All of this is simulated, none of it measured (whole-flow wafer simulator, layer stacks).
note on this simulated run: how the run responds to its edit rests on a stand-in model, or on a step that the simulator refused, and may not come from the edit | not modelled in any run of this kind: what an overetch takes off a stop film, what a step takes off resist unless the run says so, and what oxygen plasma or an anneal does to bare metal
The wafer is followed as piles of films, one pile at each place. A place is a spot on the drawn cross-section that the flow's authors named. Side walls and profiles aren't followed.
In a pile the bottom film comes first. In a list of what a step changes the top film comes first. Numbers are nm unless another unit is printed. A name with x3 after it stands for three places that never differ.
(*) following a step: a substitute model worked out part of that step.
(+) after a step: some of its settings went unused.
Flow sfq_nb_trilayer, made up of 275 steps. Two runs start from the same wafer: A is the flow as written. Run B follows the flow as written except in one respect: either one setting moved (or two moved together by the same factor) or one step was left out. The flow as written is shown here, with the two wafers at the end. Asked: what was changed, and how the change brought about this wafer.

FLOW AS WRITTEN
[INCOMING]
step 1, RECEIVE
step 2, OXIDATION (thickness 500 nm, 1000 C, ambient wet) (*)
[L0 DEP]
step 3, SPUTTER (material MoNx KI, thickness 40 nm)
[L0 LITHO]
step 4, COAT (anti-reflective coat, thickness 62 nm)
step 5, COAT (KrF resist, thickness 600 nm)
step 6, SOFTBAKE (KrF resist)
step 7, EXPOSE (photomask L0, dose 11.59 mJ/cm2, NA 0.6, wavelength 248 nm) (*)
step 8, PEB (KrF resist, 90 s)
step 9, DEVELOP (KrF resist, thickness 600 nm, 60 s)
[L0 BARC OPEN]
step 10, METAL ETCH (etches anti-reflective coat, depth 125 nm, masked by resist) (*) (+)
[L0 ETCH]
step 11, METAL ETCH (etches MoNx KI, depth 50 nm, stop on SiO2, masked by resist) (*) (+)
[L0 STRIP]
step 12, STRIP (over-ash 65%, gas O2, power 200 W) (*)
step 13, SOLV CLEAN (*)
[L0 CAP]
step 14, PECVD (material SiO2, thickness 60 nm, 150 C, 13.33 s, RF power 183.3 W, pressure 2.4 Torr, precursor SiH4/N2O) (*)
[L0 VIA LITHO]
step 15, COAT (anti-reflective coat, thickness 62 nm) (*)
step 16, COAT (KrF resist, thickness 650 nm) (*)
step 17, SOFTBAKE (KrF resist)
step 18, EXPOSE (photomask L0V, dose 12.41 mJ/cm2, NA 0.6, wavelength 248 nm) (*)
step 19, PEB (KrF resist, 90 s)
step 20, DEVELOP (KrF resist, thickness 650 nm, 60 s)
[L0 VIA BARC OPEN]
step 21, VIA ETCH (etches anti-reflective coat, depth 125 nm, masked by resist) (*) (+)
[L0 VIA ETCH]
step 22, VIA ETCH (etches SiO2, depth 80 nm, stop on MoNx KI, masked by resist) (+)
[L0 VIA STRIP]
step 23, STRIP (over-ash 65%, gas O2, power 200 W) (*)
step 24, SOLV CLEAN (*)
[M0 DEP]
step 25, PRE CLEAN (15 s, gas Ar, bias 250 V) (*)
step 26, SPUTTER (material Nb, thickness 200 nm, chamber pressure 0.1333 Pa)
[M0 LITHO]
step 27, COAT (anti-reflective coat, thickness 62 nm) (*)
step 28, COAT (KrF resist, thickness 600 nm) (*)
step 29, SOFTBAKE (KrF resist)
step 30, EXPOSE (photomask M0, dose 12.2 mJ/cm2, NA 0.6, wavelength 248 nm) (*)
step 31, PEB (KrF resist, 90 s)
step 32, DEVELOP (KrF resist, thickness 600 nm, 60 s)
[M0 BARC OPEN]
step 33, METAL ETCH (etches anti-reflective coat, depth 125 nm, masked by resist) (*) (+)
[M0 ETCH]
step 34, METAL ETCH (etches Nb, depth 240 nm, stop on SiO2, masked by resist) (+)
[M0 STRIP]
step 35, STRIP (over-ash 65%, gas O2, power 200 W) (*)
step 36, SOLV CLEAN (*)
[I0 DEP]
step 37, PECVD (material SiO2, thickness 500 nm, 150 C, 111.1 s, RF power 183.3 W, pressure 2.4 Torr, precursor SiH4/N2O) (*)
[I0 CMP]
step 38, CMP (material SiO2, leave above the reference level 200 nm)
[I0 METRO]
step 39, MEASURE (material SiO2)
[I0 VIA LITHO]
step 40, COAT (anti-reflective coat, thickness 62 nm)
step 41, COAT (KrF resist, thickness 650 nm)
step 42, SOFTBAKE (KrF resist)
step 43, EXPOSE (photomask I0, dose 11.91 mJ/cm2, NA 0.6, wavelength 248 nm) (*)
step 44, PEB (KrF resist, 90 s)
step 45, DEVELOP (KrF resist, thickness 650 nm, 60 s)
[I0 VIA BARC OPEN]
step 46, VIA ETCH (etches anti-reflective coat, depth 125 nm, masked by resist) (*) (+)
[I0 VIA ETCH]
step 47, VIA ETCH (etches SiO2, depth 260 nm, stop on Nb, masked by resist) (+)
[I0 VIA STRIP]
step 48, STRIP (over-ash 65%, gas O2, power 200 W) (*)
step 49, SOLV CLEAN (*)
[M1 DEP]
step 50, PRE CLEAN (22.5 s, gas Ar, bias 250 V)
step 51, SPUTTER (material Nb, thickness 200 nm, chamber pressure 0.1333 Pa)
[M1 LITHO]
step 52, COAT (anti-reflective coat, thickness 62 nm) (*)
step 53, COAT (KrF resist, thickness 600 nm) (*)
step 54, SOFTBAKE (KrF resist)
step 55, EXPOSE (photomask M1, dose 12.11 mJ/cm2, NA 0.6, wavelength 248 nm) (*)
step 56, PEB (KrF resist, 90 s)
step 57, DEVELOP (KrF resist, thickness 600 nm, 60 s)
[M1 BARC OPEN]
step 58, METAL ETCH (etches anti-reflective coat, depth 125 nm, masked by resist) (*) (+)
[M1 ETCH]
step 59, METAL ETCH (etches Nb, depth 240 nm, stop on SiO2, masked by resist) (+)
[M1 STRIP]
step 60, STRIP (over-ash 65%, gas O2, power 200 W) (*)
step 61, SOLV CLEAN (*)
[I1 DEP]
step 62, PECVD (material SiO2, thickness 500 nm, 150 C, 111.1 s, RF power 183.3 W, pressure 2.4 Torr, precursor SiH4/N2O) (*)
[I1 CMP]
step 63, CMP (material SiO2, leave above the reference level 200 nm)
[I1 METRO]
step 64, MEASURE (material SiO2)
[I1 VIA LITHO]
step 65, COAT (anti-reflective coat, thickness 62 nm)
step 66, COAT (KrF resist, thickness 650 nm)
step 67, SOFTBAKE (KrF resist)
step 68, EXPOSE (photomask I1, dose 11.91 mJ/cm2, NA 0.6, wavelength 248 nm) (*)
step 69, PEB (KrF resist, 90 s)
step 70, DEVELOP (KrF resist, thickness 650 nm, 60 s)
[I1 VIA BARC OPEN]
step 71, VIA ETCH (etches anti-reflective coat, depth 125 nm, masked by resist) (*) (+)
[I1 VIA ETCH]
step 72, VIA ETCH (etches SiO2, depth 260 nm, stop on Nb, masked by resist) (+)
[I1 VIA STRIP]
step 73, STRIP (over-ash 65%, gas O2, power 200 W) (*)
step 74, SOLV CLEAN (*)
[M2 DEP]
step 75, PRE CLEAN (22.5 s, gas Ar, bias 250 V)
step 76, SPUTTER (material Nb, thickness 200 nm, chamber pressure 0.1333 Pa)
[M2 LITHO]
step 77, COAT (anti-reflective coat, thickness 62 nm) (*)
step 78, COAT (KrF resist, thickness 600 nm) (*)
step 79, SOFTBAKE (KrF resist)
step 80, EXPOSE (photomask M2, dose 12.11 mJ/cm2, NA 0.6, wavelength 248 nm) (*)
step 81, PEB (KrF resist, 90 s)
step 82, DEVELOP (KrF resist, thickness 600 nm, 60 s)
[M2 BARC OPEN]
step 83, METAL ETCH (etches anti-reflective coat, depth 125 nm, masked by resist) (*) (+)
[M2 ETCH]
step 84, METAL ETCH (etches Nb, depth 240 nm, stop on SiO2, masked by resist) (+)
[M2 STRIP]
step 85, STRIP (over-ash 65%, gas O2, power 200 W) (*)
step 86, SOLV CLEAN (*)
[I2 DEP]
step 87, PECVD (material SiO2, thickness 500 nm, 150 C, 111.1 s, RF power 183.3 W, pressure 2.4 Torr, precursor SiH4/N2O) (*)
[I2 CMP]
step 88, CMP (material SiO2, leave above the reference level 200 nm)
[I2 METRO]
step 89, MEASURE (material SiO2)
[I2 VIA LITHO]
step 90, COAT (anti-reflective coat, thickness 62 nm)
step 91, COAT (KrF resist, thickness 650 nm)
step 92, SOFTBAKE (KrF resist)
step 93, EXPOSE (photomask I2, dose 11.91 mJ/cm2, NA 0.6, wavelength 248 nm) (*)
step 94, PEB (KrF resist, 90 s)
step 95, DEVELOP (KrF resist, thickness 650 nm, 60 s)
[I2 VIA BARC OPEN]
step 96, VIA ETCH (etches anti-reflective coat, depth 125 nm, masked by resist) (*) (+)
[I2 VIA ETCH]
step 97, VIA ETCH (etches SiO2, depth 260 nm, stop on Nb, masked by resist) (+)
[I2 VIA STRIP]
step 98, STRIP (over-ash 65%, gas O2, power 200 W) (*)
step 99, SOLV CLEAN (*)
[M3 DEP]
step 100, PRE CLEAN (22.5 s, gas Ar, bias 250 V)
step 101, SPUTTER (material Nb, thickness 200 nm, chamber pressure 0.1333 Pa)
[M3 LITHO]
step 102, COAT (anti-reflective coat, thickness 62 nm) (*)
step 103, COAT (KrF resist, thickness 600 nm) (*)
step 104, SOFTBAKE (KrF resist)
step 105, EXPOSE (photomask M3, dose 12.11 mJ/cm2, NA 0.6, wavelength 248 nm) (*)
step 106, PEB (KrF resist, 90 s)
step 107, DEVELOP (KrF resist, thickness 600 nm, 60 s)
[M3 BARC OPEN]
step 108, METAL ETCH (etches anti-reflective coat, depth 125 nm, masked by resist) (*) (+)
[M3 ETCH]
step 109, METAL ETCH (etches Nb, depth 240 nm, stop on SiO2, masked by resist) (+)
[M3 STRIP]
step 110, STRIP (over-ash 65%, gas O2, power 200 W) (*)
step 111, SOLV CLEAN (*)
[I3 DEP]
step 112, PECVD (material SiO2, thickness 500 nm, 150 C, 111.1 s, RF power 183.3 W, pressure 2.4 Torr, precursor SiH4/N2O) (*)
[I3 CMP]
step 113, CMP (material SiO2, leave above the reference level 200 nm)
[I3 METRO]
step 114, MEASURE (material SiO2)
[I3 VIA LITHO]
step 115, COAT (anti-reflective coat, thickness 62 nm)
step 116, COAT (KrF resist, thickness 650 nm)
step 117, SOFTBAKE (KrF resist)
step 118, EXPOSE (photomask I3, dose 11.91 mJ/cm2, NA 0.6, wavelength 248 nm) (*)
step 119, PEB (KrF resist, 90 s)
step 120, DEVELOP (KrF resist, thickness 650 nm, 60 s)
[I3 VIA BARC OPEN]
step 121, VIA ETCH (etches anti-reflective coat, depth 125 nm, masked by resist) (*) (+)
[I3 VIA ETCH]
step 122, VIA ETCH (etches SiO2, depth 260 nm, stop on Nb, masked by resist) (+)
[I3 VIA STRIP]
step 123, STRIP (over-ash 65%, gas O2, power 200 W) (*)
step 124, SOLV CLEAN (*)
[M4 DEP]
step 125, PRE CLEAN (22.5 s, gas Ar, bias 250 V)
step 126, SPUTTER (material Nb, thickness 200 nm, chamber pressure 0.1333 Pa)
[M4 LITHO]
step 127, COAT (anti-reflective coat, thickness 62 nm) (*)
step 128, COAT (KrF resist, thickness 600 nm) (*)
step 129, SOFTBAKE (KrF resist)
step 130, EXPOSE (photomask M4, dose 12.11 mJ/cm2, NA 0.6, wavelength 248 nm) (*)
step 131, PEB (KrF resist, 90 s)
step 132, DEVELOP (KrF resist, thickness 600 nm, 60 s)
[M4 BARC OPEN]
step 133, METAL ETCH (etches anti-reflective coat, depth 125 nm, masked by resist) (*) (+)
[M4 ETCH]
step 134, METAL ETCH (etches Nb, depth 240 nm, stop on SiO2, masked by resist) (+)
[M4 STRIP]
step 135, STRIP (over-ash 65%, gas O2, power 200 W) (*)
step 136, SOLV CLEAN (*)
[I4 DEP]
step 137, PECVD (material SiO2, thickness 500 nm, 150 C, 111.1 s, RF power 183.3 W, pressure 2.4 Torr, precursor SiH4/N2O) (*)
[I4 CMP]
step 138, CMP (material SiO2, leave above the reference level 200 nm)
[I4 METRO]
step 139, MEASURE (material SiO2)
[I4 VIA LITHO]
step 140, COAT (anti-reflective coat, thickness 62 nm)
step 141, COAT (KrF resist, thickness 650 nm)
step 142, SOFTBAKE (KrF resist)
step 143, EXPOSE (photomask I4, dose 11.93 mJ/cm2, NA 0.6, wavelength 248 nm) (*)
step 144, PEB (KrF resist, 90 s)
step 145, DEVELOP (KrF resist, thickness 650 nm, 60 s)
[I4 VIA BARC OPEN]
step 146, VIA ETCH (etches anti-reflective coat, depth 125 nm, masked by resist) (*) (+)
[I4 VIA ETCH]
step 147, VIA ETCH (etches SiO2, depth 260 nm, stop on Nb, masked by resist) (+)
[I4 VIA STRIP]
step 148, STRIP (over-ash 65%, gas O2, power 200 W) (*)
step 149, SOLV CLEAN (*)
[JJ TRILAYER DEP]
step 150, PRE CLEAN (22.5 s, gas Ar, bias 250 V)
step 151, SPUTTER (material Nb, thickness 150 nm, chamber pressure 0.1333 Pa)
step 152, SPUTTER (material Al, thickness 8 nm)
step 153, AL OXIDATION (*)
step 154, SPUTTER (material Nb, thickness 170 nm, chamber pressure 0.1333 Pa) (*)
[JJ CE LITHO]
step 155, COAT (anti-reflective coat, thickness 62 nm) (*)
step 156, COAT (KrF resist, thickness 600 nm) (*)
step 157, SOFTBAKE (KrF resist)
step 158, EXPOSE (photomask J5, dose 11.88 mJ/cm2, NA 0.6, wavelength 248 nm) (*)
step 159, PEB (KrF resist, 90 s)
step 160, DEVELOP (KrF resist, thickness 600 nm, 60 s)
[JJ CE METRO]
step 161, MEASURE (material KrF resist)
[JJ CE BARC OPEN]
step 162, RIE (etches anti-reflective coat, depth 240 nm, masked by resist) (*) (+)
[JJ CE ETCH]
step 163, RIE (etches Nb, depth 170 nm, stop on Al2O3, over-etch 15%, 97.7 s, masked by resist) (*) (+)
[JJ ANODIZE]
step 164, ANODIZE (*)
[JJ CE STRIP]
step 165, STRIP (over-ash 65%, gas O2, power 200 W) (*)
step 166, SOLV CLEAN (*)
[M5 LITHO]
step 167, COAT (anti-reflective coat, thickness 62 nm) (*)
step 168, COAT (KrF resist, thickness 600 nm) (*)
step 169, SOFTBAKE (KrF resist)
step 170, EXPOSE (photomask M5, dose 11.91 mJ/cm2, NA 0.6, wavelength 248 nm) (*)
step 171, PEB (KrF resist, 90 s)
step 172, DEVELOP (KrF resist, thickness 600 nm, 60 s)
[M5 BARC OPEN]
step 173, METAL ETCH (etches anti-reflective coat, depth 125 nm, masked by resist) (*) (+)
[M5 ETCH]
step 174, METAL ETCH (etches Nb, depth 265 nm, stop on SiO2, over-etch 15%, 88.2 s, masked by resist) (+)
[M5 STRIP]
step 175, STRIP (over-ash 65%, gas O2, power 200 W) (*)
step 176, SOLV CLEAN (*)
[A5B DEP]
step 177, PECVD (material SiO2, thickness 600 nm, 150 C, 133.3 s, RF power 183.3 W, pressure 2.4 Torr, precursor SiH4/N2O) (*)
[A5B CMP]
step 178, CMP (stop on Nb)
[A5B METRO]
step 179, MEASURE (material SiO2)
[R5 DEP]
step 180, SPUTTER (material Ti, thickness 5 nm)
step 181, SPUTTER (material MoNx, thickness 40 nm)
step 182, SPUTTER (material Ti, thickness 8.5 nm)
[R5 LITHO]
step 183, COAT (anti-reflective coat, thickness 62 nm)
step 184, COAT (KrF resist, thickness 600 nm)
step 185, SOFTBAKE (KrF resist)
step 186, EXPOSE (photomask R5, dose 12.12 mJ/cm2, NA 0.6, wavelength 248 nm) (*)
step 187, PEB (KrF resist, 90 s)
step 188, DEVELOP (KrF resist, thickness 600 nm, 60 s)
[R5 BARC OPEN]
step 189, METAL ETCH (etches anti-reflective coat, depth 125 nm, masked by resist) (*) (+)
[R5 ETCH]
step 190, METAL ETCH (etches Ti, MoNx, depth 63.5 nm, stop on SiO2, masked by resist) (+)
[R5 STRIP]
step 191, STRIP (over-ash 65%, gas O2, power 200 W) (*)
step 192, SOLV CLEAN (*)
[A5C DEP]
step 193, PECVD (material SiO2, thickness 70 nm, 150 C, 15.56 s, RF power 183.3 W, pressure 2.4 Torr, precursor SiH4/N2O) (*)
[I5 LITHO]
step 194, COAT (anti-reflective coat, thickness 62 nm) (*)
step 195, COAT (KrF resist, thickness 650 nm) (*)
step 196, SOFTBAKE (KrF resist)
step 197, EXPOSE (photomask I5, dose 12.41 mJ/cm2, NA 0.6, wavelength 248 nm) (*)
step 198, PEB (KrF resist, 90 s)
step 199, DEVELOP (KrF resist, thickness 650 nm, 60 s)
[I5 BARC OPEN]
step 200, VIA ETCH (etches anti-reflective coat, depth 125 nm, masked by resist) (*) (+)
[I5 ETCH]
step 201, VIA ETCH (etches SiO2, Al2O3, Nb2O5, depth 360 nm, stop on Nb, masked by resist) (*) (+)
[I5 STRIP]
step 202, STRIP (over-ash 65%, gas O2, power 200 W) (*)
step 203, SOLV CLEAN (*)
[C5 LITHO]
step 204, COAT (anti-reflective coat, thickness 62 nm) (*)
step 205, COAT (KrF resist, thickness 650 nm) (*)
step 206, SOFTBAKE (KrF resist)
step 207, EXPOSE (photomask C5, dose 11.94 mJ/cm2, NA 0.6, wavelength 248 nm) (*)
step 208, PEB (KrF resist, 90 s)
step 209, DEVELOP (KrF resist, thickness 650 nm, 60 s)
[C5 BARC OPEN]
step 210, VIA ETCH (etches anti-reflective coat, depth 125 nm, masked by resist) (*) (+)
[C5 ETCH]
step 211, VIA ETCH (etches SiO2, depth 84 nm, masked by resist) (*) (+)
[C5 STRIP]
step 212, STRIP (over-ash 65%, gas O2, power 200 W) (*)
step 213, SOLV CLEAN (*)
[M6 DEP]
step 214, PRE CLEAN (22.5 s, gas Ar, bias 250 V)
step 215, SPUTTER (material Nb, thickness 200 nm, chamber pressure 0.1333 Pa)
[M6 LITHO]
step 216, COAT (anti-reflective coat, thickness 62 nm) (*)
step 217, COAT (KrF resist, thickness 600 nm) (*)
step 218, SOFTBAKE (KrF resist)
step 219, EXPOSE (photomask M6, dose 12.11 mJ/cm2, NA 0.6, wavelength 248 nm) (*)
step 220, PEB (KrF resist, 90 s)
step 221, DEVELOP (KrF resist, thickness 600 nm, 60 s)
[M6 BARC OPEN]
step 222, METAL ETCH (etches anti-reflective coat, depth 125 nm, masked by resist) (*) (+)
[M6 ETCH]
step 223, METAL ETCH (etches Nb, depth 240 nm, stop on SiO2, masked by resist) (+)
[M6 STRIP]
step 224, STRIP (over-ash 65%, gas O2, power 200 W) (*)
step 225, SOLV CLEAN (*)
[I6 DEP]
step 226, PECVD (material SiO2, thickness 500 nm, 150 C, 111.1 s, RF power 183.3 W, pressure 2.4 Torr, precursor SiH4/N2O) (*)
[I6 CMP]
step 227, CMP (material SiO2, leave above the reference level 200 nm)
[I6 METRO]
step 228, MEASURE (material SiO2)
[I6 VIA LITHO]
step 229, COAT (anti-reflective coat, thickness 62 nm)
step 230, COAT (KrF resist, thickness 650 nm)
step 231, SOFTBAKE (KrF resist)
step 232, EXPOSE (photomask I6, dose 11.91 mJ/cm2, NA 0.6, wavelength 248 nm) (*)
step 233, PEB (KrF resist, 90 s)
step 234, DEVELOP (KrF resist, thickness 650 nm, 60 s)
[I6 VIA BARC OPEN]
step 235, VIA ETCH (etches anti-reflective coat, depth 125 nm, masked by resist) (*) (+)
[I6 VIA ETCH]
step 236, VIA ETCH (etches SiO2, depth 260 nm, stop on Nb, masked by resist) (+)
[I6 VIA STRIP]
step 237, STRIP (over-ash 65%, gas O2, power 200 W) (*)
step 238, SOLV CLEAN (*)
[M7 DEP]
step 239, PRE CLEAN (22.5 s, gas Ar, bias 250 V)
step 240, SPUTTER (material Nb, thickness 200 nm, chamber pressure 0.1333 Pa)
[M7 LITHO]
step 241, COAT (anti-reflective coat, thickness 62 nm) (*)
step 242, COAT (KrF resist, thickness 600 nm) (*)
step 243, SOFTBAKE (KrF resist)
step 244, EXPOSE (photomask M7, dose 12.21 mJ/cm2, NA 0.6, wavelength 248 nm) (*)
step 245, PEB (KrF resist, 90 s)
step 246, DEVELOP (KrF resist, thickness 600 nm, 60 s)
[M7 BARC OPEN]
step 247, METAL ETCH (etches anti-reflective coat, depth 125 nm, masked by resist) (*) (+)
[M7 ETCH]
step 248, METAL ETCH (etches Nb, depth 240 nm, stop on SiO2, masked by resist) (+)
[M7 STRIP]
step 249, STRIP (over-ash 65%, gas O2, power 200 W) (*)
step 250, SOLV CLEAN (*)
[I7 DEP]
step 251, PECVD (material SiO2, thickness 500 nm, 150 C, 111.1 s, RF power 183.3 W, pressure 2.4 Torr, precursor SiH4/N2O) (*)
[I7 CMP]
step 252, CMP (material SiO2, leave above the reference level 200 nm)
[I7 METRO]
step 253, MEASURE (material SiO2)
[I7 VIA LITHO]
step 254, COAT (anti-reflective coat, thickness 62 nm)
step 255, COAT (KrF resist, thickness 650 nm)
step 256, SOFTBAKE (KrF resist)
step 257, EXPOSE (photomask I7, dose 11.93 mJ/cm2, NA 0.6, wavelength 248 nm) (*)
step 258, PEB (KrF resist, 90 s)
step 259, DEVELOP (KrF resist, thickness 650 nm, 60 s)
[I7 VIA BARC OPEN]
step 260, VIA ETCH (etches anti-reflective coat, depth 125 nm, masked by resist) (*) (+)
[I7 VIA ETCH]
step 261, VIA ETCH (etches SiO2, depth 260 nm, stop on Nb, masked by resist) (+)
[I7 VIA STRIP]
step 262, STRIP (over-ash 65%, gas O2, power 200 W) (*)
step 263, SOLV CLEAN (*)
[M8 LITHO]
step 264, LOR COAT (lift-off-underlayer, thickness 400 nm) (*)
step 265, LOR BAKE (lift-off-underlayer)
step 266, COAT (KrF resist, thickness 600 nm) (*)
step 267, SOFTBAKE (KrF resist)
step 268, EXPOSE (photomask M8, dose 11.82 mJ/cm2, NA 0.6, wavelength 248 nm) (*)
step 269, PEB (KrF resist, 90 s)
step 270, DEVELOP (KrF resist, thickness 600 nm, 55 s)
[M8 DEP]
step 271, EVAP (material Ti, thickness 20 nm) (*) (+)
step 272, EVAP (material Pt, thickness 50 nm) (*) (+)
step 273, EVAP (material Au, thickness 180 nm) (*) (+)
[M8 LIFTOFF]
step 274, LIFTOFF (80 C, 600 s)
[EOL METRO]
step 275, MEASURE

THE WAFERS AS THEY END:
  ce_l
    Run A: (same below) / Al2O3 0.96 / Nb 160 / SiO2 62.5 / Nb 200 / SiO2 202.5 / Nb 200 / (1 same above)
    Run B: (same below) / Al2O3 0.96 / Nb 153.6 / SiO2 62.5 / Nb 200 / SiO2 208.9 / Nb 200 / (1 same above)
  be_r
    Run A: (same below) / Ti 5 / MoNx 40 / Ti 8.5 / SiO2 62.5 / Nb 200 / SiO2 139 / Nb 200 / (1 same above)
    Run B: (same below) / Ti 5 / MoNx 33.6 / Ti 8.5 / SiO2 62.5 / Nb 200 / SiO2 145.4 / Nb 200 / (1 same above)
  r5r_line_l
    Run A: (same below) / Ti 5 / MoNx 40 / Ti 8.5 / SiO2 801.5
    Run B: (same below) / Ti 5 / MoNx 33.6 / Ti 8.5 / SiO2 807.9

The reason: step 181, SPUTTER: thickness 33.6 nm was run, though the flow has thickness 40 nm.
The wafer itself shows it: be_r has MoNx 33.6, and step 181 as written asks for 40 nm.

Step by step, how the change led to this:
  step 181, SPUTTER (material MoNx, thickness 40 nm)
      field_l, v_sur, via_wl and 103 more: A MoNx gains 40 (new film) | B MoNx gains 33.6 (new film)
  step 190, METAL ETCH (etches Ti, MoNx, depth 63.5 nm, stop on SiO2, masked by resist) (+)
      field_l, v_sur, via_wl and 92 more: A Ti loses 8.5 (all of it), MoNx loses 40 (all of it), Ti loses 5 (all of it) | B Ti loses 8.5 (all of it), MoNx loses 33.6 (all of it), Ti loses 5 (all of it)
      ce_l, c5j, ce_r, wl_jj: A Ti loses 8.5 (all of it), MoNx loses 40 (all of it), Ti loses 5 (all of it), Nb loses 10 | B Ti loses 8.5 (all of it), MoNx loses 33.6 (all of it), Ti loses 5 (all of it), Nb loses 16.4
  step 194, COAT (anti-reflective coat, thickness 62 nm) (*)
      r5r_spacepad_l, r5r_spacepad_r: A anti-reflective coat gains 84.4 (new film) | B anti-reflective coat gains 81.6 (new film)
      r5r_line_c, r5r_line_r: A anti-reflective coat gains 49.4 (new film) | B anti-reflective coat gains 50.5 (new film)
      (and at 6 other places as well)
  step 202, STRIP (over-ash 65%, gas O2, power 200 W) (*)
      r5r_spacepad_l, r5r_spacepad_r: A KrF resist loses 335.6 (all of it), anti-reflective coat loses 84.4 (all of it) | B KrF resist loses 335.4 (all of it), anti-reflective coat loses 81.6 (all of it)
      r5r_line_c, r5r_line_r: A KrF resist loses 317.5 (all of it), anti-reflective coat loses 49.4 (all of it) | B KrF resist loses 319.7 (all of it), anti-reflective coat loses 50.5 (all of it)
      (and at 6 other places as well)
  step 204, COAT (anti-reflective coat, thickness 62 nm) (*)
      r5r_spacepad_l, r5r_spacepad_r: A anti-reflective coat gains 84.4 (new film) | B anti-reflective coat gains 81.6 (new film)
      r5r_line_c, r5r_line_r: A anti-reflective coat gains 49.4 (new film) | B anti-reflective coat gains 50.5 (new film)
      (and at 7 other places as well)
  step 210, VIA ETCH (etches anti-reflective coat, depth 125 nm, masked by resist) (*) (+)
      c5j: A anti-reflective coat loses 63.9 (all of it), SiO2 loses 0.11 | B anti-reflective coat loses 65.7 (all of it), SiO2 loses 0.1
  step 212, STRIP (over-ash 65%, gas O2, power 200 W) (*)
      r5r_spacepad_l, r5r_spacepad_r: A KrF resist loses 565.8 (all of it), anti-reflective coat loses 84.4 (all of it) | B KrF resist loses 565 (all of it), anti-reflective coat loses 81.6 (all of it)
      jj_sur: A KrF resist loses 562 (all of it), anti-reflective coat loses 59.5 (all of it) | B KrF resist loses 561.2 (all of it), anti-reflective coat loses 58.3 (all of it)
      (and at 7 other places as well)
  step 216, COAT (anti-reflective coat, thickness 62 nm) (*)
      r5r_line_l, r5r_line_c, r5r_line_r: A anti-reflective coat gains 50 (new film) | B anti-reflective coat gains 51.1 (new film)
      r5r_spacepad_l, r5r_spacepad_r: A anti-reflective coat gains 85.7 (new film) | B anti-reflective coat gains 82.6 (new film)
      (and at 7 other places as well)
  step 222, METAL ETCH (etches anti-reflective coat, depth 125 nm, masked by resist) (*) (+)
      r5r_line_l, r5r_line_c, r5r_line_r: A anti-reflective coat loses 50 (all of it) | B anti-reflective coat loses 51.1 (all of it)
      r5r_spacepad_l, r5r_spacepad_r: A anti-reflective coat loses 85.7 (all of it) | B anti-reflective coat loses 82.6 (all of it)
      (and at 1 other place as well)
  step 224, STRIP (over-ash 65%, gas O2, power 200 W) (*)
      jj_sur: A KrF resist loses 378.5 (all of it), anti-reflective coat loses 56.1 (all of it) | B KrF resist loses 378.2 (all of it), anti-reflective coat loses 54.9 (all of it)
      ce_l: A KrF resist loses 397.1 (all of it), anti-reflective coat loses 48 (all of it) | B KrF resist loses 399.5 (all of it), anti-reflective coat loses 50 (all of it)
      (and at 4 other places as well)
  step 227, CMP (material SiO2, leave above the reference level 200 nm)
      ce_l, ce_r, wl_jj: A SiO2 loses 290 | B SiO2 loses 283.6
      r5r_line_l, r5r_line_c, r5r_line_r: A SiO2 loses 153.5 | B SiO2 loses 147.1
      (and at 4 other places as well)
